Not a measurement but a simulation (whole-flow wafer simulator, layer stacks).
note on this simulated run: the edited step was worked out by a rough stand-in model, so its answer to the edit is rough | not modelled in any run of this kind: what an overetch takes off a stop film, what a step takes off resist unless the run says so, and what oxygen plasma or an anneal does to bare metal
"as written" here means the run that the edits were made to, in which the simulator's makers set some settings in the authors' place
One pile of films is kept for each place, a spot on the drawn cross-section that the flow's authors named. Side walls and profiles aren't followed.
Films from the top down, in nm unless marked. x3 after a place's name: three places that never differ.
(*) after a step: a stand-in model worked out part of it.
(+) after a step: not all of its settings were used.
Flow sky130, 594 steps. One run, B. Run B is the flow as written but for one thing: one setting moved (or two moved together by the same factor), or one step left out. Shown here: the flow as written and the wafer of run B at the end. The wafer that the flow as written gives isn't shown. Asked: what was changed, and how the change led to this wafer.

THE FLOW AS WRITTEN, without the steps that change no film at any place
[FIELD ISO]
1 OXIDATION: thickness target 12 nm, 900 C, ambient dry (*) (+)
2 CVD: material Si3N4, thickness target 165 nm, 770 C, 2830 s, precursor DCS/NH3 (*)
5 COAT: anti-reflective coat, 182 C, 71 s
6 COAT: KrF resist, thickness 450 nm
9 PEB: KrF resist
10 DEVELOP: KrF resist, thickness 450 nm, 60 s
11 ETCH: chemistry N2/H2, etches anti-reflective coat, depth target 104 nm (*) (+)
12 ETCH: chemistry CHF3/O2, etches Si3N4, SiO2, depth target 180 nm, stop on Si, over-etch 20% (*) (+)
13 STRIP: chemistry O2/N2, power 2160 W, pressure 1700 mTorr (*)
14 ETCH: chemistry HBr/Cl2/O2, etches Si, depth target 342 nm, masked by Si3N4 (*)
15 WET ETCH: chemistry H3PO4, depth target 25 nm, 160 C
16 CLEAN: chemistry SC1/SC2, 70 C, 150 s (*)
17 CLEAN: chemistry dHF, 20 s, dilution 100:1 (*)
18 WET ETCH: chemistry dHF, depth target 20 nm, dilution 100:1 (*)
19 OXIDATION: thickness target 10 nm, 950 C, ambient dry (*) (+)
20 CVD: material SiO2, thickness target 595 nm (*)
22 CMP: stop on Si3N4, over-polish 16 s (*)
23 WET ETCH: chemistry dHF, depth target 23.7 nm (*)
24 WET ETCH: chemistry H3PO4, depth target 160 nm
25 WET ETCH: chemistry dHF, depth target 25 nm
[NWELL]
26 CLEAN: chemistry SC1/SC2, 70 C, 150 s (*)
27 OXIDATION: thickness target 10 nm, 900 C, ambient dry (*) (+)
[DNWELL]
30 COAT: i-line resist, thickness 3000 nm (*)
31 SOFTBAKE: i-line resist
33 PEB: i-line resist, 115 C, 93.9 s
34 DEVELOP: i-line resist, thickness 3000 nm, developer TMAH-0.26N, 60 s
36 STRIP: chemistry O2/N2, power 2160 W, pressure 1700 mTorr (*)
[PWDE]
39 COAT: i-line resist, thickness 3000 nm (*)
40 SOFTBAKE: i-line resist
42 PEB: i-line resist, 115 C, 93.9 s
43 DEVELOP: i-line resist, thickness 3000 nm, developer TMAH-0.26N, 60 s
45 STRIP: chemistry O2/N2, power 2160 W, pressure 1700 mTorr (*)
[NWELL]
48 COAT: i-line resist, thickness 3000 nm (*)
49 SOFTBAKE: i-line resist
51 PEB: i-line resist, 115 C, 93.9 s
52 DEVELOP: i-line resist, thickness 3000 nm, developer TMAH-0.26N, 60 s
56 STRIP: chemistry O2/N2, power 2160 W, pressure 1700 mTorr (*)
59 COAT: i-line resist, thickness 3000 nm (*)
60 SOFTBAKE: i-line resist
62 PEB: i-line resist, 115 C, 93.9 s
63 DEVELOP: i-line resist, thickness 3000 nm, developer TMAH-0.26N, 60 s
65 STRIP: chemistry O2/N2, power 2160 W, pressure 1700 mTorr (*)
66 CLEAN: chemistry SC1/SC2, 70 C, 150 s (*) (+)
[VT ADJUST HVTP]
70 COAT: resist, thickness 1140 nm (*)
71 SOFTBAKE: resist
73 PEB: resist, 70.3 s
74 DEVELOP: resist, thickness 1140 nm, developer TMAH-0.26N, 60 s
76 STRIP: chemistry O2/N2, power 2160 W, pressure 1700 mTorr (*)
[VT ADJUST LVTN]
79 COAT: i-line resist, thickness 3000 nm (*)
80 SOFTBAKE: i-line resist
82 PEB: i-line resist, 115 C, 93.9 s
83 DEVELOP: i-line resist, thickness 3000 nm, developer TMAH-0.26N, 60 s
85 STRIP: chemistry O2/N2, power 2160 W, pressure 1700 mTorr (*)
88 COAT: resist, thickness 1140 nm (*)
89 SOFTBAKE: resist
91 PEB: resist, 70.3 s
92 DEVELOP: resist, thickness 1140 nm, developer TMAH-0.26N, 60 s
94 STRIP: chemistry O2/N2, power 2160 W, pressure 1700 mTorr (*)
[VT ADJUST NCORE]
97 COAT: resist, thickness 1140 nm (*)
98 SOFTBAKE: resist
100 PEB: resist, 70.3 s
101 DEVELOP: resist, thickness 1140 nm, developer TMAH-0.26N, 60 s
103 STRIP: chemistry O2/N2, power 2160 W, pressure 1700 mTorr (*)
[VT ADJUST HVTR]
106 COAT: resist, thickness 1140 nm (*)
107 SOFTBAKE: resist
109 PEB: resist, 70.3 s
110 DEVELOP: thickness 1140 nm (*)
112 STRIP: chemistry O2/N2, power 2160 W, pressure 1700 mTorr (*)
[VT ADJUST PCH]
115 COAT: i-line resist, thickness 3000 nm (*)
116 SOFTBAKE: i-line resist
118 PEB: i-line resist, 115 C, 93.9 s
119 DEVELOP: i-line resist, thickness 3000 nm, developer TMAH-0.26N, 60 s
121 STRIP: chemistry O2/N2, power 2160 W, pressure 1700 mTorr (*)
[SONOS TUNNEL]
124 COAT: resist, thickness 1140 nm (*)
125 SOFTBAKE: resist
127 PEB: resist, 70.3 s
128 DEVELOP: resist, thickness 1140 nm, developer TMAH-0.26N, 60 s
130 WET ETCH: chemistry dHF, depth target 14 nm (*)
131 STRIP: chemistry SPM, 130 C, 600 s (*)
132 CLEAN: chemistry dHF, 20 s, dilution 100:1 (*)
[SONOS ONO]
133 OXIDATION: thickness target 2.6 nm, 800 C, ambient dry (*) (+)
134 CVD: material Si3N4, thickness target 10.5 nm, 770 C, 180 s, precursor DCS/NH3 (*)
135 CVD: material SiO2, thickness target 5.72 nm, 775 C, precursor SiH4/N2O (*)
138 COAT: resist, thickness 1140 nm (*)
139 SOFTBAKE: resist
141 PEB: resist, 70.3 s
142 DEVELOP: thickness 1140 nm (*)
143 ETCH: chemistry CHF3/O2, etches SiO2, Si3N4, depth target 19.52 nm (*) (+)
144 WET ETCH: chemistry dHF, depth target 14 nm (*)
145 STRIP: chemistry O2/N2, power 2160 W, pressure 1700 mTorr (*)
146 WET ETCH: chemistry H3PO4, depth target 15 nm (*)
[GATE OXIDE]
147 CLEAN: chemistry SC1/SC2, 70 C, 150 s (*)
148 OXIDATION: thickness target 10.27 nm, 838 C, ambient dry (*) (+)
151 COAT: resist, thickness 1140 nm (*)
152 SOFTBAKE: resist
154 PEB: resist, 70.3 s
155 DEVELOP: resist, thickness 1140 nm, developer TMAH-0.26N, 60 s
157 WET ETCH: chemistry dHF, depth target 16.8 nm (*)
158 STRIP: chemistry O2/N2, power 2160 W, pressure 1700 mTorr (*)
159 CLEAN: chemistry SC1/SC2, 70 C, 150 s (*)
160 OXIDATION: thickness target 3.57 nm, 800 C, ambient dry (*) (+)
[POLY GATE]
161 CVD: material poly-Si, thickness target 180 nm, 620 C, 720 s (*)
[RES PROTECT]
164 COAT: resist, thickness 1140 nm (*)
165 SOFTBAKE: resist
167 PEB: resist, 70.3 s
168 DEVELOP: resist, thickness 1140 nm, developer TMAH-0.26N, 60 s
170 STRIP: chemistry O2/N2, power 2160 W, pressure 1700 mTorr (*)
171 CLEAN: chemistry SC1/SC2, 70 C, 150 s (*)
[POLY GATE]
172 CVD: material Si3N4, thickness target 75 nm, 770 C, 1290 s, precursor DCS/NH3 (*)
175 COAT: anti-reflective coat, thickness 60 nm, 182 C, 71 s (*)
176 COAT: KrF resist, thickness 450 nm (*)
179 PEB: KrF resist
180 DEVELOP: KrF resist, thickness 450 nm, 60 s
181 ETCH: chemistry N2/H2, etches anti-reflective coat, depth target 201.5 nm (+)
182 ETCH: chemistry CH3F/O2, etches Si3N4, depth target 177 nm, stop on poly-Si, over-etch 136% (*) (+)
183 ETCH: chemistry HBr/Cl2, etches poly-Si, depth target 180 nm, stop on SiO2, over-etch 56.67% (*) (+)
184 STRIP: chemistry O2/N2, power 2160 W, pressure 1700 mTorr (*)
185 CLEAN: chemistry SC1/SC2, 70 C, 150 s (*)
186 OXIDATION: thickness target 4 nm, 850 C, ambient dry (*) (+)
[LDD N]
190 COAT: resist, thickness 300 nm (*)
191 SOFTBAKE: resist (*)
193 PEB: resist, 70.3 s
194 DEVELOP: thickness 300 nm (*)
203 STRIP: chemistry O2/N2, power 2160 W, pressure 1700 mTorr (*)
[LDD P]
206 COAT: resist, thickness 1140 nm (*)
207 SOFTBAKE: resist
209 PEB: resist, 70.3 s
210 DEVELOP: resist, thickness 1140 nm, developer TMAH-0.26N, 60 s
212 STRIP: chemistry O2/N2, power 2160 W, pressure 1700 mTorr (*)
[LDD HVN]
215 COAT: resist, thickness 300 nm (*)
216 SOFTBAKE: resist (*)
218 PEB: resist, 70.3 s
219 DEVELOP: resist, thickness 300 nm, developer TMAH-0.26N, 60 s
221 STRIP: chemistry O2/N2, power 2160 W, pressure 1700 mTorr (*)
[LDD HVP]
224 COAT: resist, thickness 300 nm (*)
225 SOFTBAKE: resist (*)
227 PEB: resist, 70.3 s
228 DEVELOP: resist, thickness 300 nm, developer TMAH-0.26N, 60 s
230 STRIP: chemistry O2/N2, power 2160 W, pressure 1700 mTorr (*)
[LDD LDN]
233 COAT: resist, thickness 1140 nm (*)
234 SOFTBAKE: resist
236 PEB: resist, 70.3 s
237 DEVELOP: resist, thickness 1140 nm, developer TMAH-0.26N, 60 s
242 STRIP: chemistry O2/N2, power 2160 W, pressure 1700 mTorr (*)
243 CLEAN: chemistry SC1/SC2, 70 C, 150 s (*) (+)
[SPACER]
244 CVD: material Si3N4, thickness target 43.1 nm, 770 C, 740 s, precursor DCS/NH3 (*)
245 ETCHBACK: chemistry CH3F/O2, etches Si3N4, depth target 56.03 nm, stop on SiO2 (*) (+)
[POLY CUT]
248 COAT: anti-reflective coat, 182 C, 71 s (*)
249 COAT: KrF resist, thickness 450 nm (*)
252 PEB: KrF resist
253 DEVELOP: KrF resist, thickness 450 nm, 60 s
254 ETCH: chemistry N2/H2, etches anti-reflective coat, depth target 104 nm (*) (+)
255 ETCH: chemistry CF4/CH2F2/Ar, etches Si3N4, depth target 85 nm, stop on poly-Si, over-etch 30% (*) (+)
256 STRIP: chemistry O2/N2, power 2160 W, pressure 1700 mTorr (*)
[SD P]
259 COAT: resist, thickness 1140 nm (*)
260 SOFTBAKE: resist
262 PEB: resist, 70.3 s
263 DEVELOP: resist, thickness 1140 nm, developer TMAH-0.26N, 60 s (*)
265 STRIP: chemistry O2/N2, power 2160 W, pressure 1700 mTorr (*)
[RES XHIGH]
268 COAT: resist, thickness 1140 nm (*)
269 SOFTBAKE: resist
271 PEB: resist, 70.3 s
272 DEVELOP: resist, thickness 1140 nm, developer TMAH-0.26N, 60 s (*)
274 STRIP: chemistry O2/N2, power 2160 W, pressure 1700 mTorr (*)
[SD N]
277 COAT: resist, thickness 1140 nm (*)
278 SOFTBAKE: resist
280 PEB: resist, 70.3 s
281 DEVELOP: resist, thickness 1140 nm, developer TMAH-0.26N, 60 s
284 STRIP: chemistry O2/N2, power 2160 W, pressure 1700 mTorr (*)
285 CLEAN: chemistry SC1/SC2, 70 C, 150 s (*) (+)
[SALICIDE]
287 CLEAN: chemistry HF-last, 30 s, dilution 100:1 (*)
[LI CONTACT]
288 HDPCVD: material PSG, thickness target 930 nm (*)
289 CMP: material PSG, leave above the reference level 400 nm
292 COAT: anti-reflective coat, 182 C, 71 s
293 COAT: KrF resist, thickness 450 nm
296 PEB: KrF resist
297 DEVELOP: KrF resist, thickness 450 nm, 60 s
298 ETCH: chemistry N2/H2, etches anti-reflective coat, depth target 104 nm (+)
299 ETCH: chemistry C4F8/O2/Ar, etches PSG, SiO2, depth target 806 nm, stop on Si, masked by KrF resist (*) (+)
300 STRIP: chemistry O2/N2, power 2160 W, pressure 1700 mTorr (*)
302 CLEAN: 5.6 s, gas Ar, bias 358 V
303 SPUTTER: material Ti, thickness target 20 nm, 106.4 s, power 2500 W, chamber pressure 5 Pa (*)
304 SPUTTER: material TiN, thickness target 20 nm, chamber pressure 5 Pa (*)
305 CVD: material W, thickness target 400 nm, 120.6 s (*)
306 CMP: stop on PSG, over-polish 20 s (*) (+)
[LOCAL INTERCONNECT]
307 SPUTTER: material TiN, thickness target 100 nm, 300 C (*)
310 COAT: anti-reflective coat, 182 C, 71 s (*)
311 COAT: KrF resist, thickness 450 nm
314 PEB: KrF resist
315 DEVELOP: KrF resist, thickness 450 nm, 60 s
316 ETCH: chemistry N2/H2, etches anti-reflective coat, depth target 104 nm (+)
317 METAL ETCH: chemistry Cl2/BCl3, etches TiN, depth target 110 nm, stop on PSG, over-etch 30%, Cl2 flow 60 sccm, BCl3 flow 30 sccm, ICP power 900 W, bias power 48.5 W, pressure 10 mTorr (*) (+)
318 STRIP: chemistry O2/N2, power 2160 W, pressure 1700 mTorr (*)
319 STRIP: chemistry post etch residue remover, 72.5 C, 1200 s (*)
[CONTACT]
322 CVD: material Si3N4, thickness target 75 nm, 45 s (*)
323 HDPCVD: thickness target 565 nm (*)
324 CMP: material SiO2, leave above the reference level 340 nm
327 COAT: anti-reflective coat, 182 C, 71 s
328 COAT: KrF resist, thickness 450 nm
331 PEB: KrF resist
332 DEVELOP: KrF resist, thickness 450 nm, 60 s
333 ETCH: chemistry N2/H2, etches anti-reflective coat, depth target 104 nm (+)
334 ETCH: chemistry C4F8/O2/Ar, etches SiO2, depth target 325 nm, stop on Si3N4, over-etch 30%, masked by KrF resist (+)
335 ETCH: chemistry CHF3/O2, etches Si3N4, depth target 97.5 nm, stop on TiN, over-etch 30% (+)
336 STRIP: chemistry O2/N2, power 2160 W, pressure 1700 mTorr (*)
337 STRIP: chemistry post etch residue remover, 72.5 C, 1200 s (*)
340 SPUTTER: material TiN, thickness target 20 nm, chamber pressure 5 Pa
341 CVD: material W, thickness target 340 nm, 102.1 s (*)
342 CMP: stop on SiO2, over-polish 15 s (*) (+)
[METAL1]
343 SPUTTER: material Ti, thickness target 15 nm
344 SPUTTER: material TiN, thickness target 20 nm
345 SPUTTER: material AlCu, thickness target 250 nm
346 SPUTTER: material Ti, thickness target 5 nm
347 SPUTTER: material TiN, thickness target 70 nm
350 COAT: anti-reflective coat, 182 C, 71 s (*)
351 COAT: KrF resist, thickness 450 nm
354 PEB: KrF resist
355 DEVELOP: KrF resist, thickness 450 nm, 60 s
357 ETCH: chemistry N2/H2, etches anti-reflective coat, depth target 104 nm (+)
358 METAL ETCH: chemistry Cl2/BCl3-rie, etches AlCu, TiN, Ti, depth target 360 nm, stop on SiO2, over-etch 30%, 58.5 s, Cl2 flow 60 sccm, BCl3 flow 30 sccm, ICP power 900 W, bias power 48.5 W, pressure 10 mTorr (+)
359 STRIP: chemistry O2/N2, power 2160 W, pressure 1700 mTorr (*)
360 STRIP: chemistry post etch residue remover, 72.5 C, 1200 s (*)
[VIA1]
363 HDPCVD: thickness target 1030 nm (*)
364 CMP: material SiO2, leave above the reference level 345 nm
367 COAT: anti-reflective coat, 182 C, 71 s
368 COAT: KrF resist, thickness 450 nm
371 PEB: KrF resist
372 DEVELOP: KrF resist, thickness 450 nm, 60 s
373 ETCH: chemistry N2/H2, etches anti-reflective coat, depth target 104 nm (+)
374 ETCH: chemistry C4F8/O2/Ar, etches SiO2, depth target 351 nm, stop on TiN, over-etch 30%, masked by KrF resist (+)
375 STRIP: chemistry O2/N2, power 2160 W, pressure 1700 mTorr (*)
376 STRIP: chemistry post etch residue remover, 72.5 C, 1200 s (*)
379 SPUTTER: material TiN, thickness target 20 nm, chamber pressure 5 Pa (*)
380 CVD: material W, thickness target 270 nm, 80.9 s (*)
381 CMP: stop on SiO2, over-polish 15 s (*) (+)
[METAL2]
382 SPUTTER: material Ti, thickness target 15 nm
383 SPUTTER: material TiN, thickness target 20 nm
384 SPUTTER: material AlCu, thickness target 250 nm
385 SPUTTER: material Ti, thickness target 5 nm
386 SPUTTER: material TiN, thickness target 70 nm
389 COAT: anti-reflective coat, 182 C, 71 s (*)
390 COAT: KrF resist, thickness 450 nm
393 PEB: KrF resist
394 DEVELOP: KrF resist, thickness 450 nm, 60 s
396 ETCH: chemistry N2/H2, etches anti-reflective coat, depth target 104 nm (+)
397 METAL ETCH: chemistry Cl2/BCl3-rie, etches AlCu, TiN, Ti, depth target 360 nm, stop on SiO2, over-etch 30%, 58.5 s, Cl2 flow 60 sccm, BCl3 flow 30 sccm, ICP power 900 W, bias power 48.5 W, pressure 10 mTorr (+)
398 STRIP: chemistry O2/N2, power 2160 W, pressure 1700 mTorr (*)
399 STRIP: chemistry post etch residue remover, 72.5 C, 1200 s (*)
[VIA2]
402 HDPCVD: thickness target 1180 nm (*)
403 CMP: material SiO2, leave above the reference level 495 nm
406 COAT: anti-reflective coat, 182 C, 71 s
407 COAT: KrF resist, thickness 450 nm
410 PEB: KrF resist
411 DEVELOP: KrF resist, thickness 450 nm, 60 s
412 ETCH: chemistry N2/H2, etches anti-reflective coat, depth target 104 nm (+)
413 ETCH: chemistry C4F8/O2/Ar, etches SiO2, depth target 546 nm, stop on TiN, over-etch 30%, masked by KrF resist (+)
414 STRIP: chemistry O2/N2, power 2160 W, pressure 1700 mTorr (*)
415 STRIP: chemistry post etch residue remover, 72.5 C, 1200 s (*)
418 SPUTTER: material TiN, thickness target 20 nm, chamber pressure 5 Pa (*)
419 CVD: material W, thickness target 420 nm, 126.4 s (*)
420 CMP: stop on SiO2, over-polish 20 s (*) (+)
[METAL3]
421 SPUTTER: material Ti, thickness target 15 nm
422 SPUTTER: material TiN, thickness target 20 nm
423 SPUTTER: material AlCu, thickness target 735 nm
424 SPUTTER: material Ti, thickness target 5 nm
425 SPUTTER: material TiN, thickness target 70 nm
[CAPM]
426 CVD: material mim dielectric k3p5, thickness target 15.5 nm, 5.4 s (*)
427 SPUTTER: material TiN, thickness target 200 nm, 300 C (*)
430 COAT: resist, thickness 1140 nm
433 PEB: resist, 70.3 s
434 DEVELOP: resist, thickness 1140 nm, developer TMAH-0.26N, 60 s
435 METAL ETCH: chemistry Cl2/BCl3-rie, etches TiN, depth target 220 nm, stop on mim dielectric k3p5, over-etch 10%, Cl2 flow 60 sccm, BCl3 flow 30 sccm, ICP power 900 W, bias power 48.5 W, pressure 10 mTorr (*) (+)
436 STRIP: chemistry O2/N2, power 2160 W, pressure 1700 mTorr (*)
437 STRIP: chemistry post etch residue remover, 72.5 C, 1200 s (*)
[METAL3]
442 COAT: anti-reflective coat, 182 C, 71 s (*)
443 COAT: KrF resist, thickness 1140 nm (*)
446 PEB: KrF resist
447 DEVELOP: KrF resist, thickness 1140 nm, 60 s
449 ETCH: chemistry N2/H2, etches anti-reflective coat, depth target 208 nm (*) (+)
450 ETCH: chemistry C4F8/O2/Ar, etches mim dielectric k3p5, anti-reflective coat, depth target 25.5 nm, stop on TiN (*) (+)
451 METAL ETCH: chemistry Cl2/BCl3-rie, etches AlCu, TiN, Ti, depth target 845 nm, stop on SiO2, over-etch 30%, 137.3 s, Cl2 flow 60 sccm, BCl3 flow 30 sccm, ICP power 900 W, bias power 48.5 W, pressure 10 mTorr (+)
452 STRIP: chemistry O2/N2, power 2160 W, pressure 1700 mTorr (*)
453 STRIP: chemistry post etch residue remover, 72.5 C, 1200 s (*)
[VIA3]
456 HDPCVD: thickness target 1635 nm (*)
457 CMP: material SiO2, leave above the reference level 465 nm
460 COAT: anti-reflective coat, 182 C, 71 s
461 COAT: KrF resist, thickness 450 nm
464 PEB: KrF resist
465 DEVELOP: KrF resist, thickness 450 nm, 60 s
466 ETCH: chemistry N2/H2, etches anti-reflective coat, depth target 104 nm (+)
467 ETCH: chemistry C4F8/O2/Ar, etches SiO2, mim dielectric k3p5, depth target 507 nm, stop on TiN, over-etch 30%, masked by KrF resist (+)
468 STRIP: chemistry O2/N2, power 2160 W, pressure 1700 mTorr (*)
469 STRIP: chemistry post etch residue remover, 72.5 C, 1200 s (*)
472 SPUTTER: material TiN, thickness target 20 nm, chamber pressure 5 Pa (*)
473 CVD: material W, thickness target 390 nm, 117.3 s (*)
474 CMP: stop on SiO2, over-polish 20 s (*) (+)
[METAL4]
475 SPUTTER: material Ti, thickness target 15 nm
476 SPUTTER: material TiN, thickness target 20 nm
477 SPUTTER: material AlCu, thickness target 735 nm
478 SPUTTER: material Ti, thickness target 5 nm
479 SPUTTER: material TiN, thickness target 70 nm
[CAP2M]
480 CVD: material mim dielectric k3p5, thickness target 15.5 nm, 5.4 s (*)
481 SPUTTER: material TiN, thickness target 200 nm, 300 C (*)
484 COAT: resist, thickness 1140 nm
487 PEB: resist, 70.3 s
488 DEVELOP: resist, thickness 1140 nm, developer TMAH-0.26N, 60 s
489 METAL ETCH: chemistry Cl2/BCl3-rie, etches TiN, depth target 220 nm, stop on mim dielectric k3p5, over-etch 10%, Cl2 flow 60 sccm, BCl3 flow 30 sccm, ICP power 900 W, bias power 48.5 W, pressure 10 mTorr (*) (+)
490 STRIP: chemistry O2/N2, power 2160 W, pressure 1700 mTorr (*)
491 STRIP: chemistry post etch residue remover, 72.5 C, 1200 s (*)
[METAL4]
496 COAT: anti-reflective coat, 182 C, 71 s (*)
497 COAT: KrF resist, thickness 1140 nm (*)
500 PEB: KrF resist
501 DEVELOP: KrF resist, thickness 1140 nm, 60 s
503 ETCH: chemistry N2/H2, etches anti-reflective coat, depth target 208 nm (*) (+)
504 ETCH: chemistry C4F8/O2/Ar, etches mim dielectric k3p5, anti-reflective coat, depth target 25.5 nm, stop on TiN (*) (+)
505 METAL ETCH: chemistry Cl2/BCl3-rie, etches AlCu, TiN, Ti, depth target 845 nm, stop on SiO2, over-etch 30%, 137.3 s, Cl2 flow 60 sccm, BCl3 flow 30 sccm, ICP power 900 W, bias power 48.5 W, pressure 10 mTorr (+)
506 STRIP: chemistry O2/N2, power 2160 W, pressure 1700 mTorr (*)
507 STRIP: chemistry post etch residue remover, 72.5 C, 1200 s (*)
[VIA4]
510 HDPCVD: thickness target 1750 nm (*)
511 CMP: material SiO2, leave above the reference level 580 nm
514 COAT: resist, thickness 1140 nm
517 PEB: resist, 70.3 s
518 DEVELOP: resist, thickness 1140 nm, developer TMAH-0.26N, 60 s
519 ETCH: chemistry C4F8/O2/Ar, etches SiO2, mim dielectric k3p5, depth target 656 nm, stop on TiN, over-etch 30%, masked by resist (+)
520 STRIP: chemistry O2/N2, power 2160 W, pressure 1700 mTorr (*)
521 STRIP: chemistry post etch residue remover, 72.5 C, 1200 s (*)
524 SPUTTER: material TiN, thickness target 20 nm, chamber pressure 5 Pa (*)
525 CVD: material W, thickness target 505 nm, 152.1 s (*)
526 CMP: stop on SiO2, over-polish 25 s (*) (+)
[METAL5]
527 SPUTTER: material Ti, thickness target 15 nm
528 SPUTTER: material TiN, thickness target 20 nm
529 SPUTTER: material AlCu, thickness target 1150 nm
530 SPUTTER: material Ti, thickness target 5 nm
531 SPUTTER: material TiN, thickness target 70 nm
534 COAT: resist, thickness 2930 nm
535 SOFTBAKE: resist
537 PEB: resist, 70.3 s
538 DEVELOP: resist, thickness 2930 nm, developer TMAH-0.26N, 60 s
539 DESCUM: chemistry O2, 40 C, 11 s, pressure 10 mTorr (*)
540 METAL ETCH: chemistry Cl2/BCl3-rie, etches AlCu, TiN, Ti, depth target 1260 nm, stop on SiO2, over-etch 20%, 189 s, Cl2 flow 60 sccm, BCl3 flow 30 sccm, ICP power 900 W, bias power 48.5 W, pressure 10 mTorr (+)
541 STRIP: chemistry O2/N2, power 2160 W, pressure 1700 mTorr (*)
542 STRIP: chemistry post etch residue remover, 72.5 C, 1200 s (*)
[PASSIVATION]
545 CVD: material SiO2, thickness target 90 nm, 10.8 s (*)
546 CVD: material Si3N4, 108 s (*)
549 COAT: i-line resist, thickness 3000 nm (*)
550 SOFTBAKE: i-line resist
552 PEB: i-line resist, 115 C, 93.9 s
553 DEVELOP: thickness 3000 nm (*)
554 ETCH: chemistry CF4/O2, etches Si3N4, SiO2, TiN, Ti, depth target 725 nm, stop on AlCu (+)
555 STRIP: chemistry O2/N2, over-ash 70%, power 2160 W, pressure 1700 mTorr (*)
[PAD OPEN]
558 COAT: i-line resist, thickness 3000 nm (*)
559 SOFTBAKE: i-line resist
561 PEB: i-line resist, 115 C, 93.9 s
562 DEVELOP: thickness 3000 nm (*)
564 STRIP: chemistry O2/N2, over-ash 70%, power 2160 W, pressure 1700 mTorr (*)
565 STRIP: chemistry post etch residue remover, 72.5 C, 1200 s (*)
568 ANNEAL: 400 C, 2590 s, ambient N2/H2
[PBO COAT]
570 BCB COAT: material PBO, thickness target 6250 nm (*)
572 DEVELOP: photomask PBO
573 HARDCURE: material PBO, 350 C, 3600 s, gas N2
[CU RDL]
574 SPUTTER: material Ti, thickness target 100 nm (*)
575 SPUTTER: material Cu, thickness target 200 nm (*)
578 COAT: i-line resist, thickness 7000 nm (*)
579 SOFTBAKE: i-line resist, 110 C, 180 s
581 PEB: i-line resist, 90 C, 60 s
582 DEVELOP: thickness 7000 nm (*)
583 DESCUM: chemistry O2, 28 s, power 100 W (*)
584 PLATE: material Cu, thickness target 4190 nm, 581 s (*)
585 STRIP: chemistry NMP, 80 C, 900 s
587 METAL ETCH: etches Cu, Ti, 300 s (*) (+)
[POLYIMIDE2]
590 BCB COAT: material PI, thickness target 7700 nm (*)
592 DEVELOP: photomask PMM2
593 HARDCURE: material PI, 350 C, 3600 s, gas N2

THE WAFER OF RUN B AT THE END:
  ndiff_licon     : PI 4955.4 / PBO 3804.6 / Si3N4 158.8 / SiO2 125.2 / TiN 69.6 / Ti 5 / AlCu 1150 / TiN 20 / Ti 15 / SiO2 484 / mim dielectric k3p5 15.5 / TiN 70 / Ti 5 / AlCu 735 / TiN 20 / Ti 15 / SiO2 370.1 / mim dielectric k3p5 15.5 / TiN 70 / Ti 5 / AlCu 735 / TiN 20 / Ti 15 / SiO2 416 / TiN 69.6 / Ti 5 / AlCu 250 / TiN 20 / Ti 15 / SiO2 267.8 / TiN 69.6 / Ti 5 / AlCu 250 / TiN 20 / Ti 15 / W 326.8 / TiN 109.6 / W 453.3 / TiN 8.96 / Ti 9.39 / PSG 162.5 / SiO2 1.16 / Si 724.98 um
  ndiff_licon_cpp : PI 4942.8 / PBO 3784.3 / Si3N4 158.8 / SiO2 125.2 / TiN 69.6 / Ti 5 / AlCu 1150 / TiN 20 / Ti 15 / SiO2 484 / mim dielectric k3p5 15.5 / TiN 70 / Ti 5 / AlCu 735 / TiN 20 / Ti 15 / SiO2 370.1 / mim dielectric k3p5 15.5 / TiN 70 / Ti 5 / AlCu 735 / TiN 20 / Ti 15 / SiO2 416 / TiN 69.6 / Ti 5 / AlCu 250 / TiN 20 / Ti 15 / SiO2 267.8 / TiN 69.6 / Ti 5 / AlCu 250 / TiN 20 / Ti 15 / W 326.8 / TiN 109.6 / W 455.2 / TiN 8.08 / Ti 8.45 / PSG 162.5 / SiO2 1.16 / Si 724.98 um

The cause: step 299, ETCH: depth target 476 nm was run, where the flow has depth target 806 nm.

How the change led to this, step by step:
  299 ETCH: chemistry C4F8/O2/Ar, etches PSG, SiO2, depth target 806 nm, stop on Si, masked by KrF resist (*) (+)
      contact, ndiff_licon, ndiff_licon_cpp: PSG -476 (as written it would be: PSG -643.6 (all of it), SiO2 -1.16 (all of it))
      field, active, n_well and 184 more: KrF resist -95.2 (as written it would be: KrF resist -161.2)
  300 STRIP: chemistry O2/N2, power 2160 W, pressure 1700 mTorr (*)
      contact, ndiff_licon, ndiff_licon_cpp: nothing (as written it would be: chemical SiO2 +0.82 (new film), Si -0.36)
      field, active, n_well and 184 more: KrF resist -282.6 (all of it), anti-reflective coat -80 (all of it) (as written it would be: KrF resist -216.6 (all of it), anti-reflective coat -80 (all of it))
  302 CLEAN: 5.6 s, gas Ar, bias 358 V
      contact, ndiff_licon, ndiff_licon_cpp: PSG -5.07 (as written it would be: chemical SiO2 -0.82 (all of it))
  303 SPUTTER: material Ti, thickness target 20 nm, 106.4 s, power 2500 W, chamber pressure 5 Pa (*)
      ndiff_licon: Ti +9.39 (new film) (as written it would be: Ti +7.24 (new film))
      ndiff_licon_cpp: Ti +8.45 (new film) (as written it would be: Ti +6.53 (new film))
  304 SPUTTER: material TiN, thickness target 20 nm, chamber pressure 5 Pa (*)
      ndiff_licon: TiN +8.96 (new film) (as written it would be: TiN +6.83 (new film))
      ndiff_licon_cpp: TiN +8.08 (new film) (as written it would be: TiN +6.17 (new film))
  305 CVD: material W, thickness target 400 nm, 120.6 s (*)
      ndiff_licon: W +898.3 (new film) (as written it would be: W +1066.5 (new film))
      ndiff_licon_cpp: W +900.1 (new film) (as written it would be: W +1067.9 (new film))
  568 ANNEAL: 400 C, 2590 s, ambient N2/H2
      ndiff_licon, ndiff_licon_cpp: nothing (as written it would be: under 37 films: void +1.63 (new film), Ti -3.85, TiSi first +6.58 (new film), Si -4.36)
Counting metal films that touch as one body, ndiff_licon has 5 bodies (between them, from the top down: SiO2 484 / mim dielectric k3p5 15.5; SiO2 370.1 / mim dielectric k3p5 15.5; SiO2 416; SiO2 267.8); the flow as written gives 6 bodies (between them, from the top down: SiO2 484 / mim dielectric k3p5 15.5; SiO2 370.1 / mim dielectric k3p5 15.5; SiO2 416; SiO2 267.8; void 1.78).
Counting metal films that touch as one body, ndiff_licon_cpp has 5 bodies (between them, from the top down: SiO2 484 / mim dielectric k3p5 15.5; SiO2 370.1 / mim dielectric k3p5 15.5; SiO2 416; SiO2 267.8); the flow as written gives 6 bodies (between them, from the top down: SiO2 484 / mim dielectric k3p5 15.5; SiO2 370.1 / mim dielectric k3p5 15.5; SiO2 416; SiO2 267.8; void 1.78).
